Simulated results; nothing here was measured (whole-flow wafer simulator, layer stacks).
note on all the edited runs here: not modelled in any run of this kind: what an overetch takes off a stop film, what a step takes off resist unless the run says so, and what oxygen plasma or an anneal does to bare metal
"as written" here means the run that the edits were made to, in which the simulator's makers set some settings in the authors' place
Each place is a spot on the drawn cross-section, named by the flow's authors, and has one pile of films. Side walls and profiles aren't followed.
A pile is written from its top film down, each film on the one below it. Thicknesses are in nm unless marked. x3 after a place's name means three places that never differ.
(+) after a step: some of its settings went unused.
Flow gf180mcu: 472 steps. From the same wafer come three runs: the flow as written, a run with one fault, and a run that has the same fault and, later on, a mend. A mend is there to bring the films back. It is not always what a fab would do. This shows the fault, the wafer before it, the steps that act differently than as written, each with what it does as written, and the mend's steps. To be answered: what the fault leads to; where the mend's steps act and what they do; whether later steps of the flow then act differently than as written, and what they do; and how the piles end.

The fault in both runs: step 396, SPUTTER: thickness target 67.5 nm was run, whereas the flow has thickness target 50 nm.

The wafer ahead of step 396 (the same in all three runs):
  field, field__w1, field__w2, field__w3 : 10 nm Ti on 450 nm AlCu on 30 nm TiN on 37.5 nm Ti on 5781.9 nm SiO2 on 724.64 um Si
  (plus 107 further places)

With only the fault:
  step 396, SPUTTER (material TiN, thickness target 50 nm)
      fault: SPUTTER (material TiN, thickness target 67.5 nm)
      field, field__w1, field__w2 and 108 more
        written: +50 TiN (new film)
        fault: +67.5 TiN (new film)
  Later steps of the flow acting differently than as written (1 other step is not shown; it differs only slightly, by no more than 2% or 0.5 nm, whichever is larger):
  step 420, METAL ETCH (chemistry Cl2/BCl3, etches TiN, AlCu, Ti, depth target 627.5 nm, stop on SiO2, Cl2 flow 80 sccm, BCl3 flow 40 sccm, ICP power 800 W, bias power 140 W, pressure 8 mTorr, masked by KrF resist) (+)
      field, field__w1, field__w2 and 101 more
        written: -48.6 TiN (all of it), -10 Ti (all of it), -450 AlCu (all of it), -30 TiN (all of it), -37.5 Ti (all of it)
        fault: -66.1 TiN (all of it), -10 Ti (all of it), -450 AlCu (all of it), -30 TiN (all of it), -37.5 Ti (all of it)
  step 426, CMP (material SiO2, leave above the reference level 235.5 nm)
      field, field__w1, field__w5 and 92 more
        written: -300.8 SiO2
        fault: -283.3 SiO2
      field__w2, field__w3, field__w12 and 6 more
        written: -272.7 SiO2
        fault: -254.4 SiO2
  At field__w4, field__w8, contact, m1, m1__w1, mim, mim_1p0, m1_nw, the piles at the end differ from the flow's by more than 2% or 0.5 nm, whichever is larger.
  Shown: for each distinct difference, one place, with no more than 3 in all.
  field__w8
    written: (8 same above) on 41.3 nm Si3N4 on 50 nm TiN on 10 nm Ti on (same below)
    fault: (8 same above) on 41.3 nm Si3N4 on 67.5 nm TiN on 10 nm Ti on (same below)
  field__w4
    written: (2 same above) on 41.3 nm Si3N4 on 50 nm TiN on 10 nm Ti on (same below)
    fault: (2 same above) on 41.3 nm Si3N4 on 67.5 nm TiN on 10 nm Ti on (same below)
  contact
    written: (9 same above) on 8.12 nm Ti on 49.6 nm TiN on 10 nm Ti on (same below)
    fault: (9 same above) on 8.12 nm Ti on 67.1 nm TiN on 10 nm Ti on (same below)

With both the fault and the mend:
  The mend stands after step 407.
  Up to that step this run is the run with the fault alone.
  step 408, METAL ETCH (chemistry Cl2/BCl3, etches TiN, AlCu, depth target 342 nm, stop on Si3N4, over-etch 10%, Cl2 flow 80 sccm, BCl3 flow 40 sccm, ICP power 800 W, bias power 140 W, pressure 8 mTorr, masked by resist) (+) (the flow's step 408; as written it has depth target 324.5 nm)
      field, field__w1, field__w2 and 107 more
        -35 TiN (all of it), -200 AlCu (all of it), -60 TiN (all of it)
      mim
        -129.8 resist
  Later steps of the flow acting differently than as written (1 other step is not shown; it differs only slightly, by no more than 2% or 0.5 nm, whichever is larger):
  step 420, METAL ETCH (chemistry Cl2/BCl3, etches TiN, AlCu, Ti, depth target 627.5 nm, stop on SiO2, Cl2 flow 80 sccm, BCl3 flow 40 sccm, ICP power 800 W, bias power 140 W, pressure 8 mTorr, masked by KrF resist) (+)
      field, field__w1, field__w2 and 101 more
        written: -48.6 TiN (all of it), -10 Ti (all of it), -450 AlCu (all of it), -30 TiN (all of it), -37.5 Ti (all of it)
        mend: -66.1 TiN (all of it), -10 Ti (all of it), -450 AlCu (all of it), -30 TiN (all of it), -37.5 Ti (all of it)
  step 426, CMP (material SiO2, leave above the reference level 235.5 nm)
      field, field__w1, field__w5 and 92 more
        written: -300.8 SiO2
        mend: -283.3 SiO2
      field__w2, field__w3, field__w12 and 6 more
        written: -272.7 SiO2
        mend: -254.4 SiO2
  At field__w4, field__w8, contact, m1, m1__w1, mim, mim_1p0, m1_nw, the piles at the end differ from the flow's by more than 2% or 0.5 nm, whichever is larger.
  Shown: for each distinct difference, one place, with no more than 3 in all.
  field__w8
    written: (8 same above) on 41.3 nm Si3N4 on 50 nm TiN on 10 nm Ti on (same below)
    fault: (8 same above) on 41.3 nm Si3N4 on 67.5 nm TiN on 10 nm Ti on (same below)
    mend: (8 same above) on 41.3 nm Si3N4 on 67.5 nm TiN on 10 nm Ti on (same below)
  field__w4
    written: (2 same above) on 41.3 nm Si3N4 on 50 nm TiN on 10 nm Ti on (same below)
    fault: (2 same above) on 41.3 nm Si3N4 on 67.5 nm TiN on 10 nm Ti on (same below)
    mend: (2 same above) on 41.3 nm Si3N4 on 67.5 nm TiN on 10 nm Ti on (same below)
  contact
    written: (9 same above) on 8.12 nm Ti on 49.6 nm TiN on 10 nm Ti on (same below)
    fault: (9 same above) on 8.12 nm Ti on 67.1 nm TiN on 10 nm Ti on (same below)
    mend: (9 same above) on 8.12 nm Ti on 67.1 nm TiN on 10 nm Ti on (same below)
